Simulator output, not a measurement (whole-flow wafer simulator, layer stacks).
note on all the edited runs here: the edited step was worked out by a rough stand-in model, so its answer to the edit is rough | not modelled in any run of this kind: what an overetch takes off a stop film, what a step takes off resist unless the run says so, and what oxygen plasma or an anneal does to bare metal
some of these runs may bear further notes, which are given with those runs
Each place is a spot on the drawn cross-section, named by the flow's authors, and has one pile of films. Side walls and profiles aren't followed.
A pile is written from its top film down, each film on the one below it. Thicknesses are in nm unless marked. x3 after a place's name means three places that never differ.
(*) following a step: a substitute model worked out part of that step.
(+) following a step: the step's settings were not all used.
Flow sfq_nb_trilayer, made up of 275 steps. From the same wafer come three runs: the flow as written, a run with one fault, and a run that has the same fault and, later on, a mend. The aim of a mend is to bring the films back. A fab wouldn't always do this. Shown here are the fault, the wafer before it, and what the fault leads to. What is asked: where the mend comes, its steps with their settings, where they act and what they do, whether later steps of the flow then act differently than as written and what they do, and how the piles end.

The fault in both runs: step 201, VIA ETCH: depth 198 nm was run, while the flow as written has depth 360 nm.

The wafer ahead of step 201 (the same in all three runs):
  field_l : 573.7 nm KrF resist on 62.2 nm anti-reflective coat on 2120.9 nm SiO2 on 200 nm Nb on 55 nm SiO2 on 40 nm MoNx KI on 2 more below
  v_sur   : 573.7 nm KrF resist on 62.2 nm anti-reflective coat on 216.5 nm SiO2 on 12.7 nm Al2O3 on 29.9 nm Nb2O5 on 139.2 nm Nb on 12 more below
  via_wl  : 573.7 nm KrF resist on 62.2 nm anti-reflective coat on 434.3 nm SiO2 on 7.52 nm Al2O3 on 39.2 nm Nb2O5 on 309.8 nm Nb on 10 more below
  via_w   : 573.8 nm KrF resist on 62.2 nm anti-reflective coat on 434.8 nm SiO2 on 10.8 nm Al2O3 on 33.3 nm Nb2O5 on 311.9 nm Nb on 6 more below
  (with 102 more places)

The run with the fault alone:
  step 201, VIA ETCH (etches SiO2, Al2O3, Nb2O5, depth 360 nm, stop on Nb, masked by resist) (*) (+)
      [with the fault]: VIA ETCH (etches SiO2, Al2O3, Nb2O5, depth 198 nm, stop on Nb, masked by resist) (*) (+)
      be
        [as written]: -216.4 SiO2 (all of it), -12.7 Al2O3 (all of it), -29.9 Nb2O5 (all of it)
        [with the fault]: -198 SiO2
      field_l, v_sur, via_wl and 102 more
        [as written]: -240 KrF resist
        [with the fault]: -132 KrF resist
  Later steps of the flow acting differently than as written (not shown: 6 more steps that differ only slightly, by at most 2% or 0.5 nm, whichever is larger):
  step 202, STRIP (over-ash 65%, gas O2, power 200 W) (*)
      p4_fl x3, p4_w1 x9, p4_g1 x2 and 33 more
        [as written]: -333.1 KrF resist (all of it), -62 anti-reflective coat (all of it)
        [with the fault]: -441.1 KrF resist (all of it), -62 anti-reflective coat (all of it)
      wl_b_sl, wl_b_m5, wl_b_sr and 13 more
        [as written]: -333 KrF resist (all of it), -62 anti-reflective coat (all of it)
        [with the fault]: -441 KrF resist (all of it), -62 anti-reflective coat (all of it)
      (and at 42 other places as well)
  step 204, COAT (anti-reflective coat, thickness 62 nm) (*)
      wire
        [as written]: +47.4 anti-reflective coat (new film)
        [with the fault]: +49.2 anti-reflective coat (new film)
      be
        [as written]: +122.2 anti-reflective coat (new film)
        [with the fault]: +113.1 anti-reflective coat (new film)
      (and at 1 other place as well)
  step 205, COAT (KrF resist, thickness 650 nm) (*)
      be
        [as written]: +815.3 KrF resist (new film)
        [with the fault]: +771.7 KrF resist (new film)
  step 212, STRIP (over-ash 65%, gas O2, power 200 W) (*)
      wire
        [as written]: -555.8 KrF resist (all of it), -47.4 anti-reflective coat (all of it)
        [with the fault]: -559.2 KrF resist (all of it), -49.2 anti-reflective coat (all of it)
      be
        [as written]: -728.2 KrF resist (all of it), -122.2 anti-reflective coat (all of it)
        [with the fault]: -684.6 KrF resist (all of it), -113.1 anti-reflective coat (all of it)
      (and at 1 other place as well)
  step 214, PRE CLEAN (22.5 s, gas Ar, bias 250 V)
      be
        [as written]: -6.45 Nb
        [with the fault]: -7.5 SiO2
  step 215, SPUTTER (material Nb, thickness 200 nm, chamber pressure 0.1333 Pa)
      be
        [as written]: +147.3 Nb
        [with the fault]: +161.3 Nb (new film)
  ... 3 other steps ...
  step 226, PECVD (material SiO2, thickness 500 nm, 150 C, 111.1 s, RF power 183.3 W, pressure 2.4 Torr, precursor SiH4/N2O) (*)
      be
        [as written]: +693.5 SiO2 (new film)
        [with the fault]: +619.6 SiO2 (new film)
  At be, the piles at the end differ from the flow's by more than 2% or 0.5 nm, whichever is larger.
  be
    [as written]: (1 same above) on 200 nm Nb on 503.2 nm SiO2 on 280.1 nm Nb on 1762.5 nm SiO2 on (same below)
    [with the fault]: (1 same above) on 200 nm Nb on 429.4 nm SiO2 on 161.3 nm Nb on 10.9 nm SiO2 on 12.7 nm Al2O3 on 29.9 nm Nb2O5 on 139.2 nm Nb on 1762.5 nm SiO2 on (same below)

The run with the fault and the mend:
  The mend follows step 202.
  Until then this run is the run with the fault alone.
  step 202a, COAT (anti-reflective coat, thickness 62 nm) (*) (the flow's step 194 again)
      p4_fl x3, p4_w1 x9, p4_g1 x2 and 50 more
        +62 anti-reflective coat (new film)
      ln_m6, lsp_r, l0_sur, l0v
        +62.1 anti-reflective coat (new film)
      wl_a_sl, wl_a_m6, wl_a_sr, wl_g_sr
        +61.9 anti-reflective coat (new film)
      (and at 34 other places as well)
  step 202b, COAT (KrF resist, thickness 650 nm) (the flow's step 195 again)
      be_sur, jj_sur, p4_fl x3 and 44 more
        +650 KrF resist (new film)
      wl_b_m5, wl_b_sr, wl_c_sl and 12 more
        +649.9 KrF resist (new film)
      sp_r, r5r_spacepad_l, r5r_spacepad_r
        +652.5 KrF resist (new film)
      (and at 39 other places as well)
  step 202c, SOFTBAKE (KrF resist) (the flow's step 196 again)
      leaves every film unchanged at each place that is followed
  step 202d, EXPOSE (photomask I5, dose 12.41 mJ/cm2, NA 0.6, wavelength 248 nm) (*) (the flow's step 197 again)
      leaves every film unchanged at each place that is followed
  step 202e, PEB (KrF resist, 90 s) (the flow's step 198 again)
      field_l, v_sur, via_wl and 83 more
        -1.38 KrF resist
      ce_l, moat, field_r, wl_jj
        -1.39 KrF resist
      via_wr, via_sp, wire
        -1.37 KrF resist
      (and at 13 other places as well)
  step 202f, DEVELOP (KrF resist, thickness 650 nm, 60 s) (the flow's step 199 again)
      field_l, v_sur, via_wl and 102 more
        -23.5 KrF resist
      be
        -770 KrF resist (all of it)
  step 202g, VIA ETCH (etches anti-reflective coat, depth 125 nm, masked by resist) (+) (the flow's step 200 again)
      field_l, v_sur, via_wl and 102 more
        -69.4 KrF resist
      be
        -113.1 anti-reflective coat (all of it), -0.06 SiO2
  step 202h, VIA ETCH (etches SiO2, Al2O3, Nb2O5, depth 162 nm, stop on Nb, masked by resist) (*) (+) (the flow's step 201 again, with other settings)
      field_l, v_sur, via_wl and 102 more
        -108 KrF resist
      be
        -18.3 SiO2 (all of it), -12.7 Al2O3 (all of it), -29.9 Nb2O5 (all of it)
  step 202i, STRIP (over-ash 65%, gas O2, power 200 W) (*) (the flow's step 202 again)
      p4_fl x3, p4_w1 x9, p4_g1 x2 and 33 more
        -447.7 KrF resist (all of it), -62 anti-reflective coat (all of it)
      wl_b_sl, wl_b_m5, wl_b_sr and 7 more
        -447.5 KrF resist (all of it), -62 anti-reflective coat (all of it)
      wl_c_sr, wl_d_sl, wl_d_m1, wl_d_sr, wl_e_sl, wl_e_m5, wl_e_sr
        -447.6 KrF resist (all of it), -62 anti-reflective coat (all of it)
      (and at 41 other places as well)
  Every later step of the flow that is run acts as written at every place that is followed.
  By the end, the piles equal the flow's at every place that both follow.
